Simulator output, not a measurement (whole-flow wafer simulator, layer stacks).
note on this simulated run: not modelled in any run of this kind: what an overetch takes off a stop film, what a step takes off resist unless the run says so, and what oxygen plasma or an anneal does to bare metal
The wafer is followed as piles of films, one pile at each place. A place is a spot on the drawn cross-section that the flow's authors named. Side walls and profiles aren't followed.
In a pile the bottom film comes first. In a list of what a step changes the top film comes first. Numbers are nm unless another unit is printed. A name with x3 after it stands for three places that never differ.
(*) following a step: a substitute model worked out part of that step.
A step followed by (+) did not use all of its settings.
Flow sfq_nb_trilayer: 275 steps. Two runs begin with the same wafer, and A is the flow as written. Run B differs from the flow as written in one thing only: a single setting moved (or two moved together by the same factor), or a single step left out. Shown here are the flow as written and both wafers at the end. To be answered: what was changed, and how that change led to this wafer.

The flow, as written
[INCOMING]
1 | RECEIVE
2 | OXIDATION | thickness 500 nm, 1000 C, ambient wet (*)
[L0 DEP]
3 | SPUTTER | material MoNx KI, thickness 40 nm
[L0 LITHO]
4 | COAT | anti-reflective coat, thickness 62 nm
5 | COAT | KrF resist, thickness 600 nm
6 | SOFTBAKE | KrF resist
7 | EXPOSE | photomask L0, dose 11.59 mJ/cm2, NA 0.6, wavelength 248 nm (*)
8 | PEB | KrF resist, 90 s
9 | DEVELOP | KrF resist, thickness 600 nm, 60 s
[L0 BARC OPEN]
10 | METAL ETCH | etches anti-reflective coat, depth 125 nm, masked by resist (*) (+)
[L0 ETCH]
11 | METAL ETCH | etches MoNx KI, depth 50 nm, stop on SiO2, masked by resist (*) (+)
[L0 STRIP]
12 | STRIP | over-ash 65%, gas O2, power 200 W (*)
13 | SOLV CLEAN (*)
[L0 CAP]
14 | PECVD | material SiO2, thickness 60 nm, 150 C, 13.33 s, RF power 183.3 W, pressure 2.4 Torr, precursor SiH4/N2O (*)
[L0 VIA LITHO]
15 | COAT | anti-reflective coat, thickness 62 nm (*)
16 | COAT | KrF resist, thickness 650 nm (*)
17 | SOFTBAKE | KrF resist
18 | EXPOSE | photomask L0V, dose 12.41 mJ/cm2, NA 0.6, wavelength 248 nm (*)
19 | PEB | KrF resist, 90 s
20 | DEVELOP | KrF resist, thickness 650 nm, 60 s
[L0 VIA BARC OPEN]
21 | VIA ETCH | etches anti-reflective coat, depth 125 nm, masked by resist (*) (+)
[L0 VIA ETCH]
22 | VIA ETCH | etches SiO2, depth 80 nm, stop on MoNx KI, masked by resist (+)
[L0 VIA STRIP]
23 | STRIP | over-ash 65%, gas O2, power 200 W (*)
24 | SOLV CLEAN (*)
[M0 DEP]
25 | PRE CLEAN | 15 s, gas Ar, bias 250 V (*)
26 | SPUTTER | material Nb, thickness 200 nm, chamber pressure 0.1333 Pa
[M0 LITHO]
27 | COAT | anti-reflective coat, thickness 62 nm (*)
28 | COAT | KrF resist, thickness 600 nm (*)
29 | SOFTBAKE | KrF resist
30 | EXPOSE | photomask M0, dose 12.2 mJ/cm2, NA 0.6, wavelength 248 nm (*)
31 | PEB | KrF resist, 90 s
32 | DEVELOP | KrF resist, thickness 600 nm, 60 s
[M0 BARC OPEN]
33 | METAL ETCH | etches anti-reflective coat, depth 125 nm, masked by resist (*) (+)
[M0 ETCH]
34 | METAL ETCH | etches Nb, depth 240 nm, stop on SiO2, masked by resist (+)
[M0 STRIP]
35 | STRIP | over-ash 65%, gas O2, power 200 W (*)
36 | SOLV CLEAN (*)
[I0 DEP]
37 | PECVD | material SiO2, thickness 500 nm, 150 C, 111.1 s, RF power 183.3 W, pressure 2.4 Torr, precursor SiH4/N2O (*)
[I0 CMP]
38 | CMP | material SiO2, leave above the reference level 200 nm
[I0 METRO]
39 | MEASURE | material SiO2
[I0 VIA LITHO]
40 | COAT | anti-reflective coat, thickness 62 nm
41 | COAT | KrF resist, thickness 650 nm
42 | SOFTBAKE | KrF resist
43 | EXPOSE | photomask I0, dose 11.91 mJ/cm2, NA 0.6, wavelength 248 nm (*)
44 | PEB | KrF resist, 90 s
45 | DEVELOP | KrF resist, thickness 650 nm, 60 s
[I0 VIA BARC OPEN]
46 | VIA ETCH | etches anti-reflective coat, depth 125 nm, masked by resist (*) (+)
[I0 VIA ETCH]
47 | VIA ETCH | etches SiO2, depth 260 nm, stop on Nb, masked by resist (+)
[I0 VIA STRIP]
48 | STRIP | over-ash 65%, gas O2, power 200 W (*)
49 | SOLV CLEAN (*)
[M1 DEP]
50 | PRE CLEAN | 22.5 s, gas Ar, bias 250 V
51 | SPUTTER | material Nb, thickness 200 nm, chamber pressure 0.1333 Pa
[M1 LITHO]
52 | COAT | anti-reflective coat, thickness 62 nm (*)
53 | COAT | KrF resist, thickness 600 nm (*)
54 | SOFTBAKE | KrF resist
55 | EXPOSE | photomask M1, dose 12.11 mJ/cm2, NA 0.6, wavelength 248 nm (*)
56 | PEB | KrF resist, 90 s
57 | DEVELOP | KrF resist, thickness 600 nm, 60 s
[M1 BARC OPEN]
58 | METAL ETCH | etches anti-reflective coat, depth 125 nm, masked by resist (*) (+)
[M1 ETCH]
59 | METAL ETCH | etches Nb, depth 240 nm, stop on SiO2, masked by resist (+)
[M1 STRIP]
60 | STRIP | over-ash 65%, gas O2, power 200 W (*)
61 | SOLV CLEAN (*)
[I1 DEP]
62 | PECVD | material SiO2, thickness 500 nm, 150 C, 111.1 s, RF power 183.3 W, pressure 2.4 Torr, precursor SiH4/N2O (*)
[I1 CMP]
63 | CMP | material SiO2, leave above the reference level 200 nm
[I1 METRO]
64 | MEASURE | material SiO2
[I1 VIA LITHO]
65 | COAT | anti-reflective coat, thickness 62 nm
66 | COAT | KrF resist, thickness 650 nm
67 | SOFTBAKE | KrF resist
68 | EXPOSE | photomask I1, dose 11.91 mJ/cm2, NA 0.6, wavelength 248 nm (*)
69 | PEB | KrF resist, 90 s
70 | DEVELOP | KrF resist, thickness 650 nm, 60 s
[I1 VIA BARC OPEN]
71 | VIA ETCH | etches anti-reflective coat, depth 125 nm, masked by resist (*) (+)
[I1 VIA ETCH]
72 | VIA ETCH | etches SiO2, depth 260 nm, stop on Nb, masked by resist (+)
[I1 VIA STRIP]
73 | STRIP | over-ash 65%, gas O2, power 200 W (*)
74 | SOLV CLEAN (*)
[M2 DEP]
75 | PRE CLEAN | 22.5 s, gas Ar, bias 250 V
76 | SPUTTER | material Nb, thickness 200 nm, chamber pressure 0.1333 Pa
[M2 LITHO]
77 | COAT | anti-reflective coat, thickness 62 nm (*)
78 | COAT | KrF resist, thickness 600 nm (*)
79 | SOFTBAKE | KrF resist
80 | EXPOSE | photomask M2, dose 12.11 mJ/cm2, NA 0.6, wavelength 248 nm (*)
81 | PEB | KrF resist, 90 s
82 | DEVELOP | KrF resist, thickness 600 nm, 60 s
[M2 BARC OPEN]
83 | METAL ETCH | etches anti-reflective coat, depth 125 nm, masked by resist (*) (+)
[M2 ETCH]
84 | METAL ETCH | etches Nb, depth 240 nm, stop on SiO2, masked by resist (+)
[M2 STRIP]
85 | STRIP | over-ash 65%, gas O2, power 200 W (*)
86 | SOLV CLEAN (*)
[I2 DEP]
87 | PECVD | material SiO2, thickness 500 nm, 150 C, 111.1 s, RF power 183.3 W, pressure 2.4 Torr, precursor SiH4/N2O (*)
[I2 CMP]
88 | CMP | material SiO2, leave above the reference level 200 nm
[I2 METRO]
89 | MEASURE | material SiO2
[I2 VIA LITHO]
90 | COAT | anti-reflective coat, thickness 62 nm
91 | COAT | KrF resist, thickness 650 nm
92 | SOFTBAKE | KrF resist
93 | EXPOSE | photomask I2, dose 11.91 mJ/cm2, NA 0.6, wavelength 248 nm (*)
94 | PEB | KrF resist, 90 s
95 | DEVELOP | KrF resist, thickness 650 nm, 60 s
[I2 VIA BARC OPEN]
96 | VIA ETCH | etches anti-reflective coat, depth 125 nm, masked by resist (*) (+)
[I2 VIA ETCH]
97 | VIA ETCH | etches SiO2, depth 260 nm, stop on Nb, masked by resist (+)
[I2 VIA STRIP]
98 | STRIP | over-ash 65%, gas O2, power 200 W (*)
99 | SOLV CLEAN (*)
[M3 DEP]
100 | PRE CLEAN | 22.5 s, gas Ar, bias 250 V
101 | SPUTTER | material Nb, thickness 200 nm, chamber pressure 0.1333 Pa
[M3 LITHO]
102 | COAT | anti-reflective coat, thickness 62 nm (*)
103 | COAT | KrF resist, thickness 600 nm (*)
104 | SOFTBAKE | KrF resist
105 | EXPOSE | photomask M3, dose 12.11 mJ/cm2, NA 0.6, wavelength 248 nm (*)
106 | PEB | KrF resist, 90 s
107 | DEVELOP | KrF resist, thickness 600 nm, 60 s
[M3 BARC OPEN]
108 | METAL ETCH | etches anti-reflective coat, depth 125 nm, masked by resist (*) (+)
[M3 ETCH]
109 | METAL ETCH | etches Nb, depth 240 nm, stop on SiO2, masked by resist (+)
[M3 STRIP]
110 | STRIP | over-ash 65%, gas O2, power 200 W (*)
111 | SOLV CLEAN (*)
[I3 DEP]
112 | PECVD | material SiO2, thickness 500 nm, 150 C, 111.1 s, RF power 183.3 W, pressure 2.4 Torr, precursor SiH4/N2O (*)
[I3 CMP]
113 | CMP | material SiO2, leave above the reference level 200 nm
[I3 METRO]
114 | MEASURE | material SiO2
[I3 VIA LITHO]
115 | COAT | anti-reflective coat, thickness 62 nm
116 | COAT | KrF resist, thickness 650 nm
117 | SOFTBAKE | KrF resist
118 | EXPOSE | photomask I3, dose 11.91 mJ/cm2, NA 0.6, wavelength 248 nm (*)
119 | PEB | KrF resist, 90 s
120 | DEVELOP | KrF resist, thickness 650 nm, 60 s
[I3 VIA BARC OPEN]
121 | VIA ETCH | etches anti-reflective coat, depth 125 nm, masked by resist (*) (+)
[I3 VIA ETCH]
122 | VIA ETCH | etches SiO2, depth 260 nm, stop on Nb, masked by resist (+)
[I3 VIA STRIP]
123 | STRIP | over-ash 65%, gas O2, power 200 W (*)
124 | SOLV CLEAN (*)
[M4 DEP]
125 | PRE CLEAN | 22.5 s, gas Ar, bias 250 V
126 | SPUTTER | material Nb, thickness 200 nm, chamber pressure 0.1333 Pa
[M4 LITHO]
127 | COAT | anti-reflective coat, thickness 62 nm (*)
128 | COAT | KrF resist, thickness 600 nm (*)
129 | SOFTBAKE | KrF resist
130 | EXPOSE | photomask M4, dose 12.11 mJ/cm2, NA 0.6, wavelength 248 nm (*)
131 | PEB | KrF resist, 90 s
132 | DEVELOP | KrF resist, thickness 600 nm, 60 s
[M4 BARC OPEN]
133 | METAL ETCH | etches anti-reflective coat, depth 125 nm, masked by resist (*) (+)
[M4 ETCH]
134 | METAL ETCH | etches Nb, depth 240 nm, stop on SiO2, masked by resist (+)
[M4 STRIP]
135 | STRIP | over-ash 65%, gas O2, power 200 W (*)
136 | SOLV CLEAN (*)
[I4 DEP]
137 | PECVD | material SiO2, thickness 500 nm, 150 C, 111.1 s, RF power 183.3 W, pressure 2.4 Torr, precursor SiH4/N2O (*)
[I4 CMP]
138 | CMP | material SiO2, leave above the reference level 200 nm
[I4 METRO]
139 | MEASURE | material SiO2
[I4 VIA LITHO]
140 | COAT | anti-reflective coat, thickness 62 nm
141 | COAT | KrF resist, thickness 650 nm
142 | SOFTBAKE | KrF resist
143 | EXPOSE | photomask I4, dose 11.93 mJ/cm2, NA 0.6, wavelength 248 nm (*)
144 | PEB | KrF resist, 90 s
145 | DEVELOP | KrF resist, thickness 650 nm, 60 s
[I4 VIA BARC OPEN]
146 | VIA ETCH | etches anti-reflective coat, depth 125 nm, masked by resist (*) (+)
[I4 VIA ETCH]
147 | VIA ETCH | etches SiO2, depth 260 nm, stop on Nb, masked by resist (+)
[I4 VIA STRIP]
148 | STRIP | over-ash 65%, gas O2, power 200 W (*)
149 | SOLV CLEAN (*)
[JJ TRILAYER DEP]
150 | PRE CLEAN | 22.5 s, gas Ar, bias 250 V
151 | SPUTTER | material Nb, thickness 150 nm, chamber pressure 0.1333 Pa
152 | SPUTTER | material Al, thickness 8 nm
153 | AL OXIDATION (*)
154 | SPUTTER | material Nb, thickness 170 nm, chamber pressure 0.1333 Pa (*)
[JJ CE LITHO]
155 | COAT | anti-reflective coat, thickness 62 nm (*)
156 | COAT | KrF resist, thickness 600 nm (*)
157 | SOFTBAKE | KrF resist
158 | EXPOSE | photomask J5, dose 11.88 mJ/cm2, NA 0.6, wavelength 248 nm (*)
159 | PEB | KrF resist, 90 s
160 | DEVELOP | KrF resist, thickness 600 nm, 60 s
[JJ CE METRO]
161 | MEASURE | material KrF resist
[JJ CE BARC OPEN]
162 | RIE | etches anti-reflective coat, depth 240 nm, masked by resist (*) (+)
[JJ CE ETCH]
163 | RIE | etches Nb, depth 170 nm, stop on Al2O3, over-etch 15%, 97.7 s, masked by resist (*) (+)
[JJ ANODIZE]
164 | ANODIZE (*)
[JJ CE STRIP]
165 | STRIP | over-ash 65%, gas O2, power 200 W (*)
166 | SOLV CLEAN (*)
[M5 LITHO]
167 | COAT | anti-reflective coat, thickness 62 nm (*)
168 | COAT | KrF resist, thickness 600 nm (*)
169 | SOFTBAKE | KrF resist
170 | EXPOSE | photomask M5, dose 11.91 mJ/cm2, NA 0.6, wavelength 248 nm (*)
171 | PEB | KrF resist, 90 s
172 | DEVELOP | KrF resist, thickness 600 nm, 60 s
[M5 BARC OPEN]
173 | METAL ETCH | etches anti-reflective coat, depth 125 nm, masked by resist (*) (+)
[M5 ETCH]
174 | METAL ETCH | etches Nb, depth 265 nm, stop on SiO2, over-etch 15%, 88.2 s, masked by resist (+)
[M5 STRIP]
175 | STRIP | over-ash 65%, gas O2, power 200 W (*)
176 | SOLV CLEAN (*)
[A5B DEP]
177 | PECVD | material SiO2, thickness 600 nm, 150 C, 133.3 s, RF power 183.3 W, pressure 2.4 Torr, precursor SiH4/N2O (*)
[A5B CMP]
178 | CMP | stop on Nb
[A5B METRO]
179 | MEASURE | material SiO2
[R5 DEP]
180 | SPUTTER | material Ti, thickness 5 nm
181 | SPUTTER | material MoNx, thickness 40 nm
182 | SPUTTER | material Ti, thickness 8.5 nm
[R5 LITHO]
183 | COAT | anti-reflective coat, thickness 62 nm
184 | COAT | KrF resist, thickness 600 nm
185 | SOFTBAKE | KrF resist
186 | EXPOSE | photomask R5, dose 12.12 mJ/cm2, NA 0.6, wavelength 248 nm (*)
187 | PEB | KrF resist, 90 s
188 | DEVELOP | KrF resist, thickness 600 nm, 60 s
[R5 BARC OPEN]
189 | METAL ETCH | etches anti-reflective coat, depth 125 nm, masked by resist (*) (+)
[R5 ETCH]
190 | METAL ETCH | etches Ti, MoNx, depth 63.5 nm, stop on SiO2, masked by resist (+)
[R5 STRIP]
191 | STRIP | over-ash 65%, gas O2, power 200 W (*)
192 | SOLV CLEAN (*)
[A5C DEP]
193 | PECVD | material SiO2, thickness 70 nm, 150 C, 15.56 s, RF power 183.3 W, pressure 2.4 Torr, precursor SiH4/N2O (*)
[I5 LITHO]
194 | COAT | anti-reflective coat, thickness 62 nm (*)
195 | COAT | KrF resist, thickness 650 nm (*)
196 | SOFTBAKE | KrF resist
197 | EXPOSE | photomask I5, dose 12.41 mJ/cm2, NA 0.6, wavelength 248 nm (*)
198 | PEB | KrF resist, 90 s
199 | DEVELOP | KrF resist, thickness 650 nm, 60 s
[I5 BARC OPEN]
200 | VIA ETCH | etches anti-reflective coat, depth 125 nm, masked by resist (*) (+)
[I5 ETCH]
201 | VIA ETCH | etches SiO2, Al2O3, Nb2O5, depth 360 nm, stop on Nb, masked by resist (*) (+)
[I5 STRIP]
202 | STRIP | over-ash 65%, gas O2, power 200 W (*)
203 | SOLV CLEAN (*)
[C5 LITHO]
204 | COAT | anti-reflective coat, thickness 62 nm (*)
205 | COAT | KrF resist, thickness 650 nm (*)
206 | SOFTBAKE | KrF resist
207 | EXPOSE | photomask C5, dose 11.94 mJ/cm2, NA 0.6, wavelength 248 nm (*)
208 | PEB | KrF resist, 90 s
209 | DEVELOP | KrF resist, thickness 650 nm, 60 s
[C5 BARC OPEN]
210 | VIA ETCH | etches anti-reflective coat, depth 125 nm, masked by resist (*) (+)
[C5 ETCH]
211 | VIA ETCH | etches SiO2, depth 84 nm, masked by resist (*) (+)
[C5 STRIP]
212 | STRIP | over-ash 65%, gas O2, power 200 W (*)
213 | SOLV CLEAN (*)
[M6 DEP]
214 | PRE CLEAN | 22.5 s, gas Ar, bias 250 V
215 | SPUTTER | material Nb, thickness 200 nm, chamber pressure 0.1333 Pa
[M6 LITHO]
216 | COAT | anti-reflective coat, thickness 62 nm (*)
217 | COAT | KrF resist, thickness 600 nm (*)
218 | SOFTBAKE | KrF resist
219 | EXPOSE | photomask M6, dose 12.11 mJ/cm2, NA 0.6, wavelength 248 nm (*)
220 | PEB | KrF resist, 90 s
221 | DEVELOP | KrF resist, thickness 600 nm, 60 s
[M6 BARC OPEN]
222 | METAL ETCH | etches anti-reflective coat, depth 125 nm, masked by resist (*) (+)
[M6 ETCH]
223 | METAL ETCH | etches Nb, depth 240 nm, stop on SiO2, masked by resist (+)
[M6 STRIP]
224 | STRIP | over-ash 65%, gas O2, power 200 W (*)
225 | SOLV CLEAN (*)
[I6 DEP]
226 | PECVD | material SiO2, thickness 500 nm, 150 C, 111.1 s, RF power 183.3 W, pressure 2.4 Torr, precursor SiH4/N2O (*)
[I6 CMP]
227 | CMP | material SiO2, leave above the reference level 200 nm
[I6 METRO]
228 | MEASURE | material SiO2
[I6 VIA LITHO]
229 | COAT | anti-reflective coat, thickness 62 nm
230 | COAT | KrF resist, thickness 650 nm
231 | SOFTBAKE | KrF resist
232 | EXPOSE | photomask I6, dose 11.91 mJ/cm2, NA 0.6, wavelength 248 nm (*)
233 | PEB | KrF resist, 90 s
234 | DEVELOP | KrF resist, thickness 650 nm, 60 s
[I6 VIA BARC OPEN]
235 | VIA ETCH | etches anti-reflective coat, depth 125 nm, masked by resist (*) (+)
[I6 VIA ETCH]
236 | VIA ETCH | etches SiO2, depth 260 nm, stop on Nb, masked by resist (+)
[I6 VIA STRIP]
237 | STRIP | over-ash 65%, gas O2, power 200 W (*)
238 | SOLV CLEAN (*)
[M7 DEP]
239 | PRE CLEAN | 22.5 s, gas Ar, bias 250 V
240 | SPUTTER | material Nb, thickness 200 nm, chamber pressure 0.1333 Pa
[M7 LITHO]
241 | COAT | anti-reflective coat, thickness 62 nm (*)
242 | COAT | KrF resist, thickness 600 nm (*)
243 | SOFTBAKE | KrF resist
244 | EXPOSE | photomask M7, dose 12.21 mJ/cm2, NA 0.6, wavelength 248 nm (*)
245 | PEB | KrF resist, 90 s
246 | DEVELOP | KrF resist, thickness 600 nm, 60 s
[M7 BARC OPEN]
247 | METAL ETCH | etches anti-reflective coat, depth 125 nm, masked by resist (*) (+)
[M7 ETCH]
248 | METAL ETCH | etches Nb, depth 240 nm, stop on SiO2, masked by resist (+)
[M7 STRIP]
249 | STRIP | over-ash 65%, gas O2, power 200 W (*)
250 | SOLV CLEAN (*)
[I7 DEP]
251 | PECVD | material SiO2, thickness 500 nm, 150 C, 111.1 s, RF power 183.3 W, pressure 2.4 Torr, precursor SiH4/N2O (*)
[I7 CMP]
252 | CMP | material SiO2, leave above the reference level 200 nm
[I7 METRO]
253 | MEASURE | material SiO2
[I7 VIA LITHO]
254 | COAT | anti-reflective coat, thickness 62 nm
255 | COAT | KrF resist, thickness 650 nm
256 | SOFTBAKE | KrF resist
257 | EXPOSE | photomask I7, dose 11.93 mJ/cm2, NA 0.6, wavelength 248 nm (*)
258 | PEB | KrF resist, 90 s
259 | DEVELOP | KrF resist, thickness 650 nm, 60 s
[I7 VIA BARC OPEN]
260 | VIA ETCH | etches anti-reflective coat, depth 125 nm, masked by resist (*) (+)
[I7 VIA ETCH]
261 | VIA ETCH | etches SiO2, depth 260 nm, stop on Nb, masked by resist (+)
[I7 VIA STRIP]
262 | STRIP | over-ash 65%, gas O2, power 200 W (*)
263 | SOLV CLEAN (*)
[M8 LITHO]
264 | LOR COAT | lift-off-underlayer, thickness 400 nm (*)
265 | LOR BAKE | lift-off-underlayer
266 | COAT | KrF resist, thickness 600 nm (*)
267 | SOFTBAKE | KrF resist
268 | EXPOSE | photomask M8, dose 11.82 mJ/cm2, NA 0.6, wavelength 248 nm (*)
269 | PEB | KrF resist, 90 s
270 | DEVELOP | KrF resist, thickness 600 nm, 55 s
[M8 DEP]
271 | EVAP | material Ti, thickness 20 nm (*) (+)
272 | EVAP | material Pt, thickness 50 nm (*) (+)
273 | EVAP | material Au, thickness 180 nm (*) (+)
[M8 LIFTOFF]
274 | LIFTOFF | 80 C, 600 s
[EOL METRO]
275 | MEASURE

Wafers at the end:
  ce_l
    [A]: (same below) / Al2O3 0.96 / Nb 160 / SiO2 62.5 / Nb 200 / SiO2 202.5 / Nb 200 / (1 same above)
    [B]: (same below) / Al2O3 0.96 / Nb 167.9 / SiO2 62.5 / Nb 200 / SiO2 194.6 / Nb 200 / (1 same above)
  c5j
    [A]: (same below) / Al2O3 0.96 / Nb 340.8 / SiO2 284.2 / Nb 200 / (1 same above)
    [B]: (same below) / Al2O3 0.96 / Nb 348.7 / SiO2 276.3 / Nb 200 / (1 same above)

What caused this: step 190, METAL ETCH: depth 55.6 nm was run, though the flow has depth 63.5 nm.

How this came from the change, step by step:
  190 | METAL ETCH | etches Ti, MoNx, depth 63.5 nm, stop on SiO2, masked by resist (+)
      be_r, r_sur, res, r_end, r5r_line_l, r5r_line_c, r5r_line_r: A KrF resist loses 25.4 | B KrF resist loses 22.2
      ce_l, c5j, ce_r, wl_jj: A Ti loses 8.5 (all of it), MoNx loses 40 (all of it), Ti loses 5 (all of it), Nb loses 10 | B Ti loses 8.5 (all of it), MoNx loses 40 (all of it), Ti loses 5 (all of it), Nb loses 2.1
  194 | COAT | anti-reflective coat, thickness 62 nm (*)
      wl_j_sl, wl_j_sr: A anti-reflective coat gains 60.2 (new film) | B anti-reflective coat gains 61.6 (new film)
      jj_sur: A anti-reflective coat gains 60.8 (new film) | B anti-reflective coat gains 62.3 (new film)
      (also at 5 further places)
  202 | STRIP | over-ash 65%, gas O2, power 200 W (*)
      wl_j_sl, wl_j_sr: A KrF resist loses 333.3 (all of it), anti-reflective coat loses 60.2 (all of it) | B KrF resist loses 333.1 (all of it), anti-reflective coat loses 61.6 (all of it)
      jj_sur: A KrF resist loses 337.2 (all of it), anti-reflective coat loses 60.8 (all of it) | B KrF resist loses 337 (all of it), anti-reflective coat loses 62.3 (all of it)
      (also at 5 further places)
  204 | COAT | anti-reflective coat, thickness 62 nm (*)
      wl_j_sl, wl_j_sr: A anti-reflective coat gains 60.2 (new film) | B anti-reflective coat gains 61.6 (new film)
      jj_sur: A anti-reflective coat gains 59.5 (new film) | B anti-reflective coat gains 60.9 (new film)
      (also at 5 further places)
  210 | VIA ETCH | etches anti-reflective coat, depth 125 nm, masked by resist (*) (+)
      c5j: A anti-reflective coat loses 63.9 (all of it), SiO2 loses 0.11 | B anti-reflective coat loses 61.9 (all of it), SiO2 loses 0.12
  212 | STRIP | over-ash 65%, gas O2, power 200 W (*)
      wl_j_sl, wl_j_sr: A KrF resist loses 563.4 (all of it), anti-reflective coat loses 60.2 (all of it) | B KrF resist loses 563.3 (all of it), anti-reflective coat loses 61.6 (all of it)
      jj_sur: A KrF resist loses 562 (all of it), anti-reflective coat loses 59.5 (all of it) | B KrF resist loses 561.8 (all of it), anti-reflective coat loses 60.9 (all of it)
      (also at 4 further places)
  216 | COAT | anti-reflective coat, thickness 62 nm (*)
      wl_j_sl, wl_j_sr: A anti-reflective coat gains 60.2 (new film) | B anti-reflective coat gains 61.6 (new film)
      jj_sur: A anti-reflective coat gains 56.1 (new film) | B anti-reflective coat gains 58 (new film)
      (also at 4 further places)
  224 | STRIP | over-ash 65%, gas O2, power 200 W (*)
      wl_j_sl, wl_j_sr: A KrF resist loses 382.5 (all of it), anti-reflective coat loses 60.2 (all of it) | B KrF resist loses 382.4 (all of it), anti-reflective coat loses 61.6 (all of it)
      jj_sur: A KrF resist loses 378.5 (all of it), anti-reflective coat loses 56.1 (all of it) | B KrF resist loses 378 (all of it), anti-reflective coat loses 58 (all of it)
      (also at 4 further places)
  227 | CMP | material SiO2, leave above the reference level 200 nm
      ce_l, ce_r, wl_jj: A SiO2 loses 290 | B SiO2 loses 297.9
      c5j: A SiO2 loses 223 | B SiO2 loses 230.9
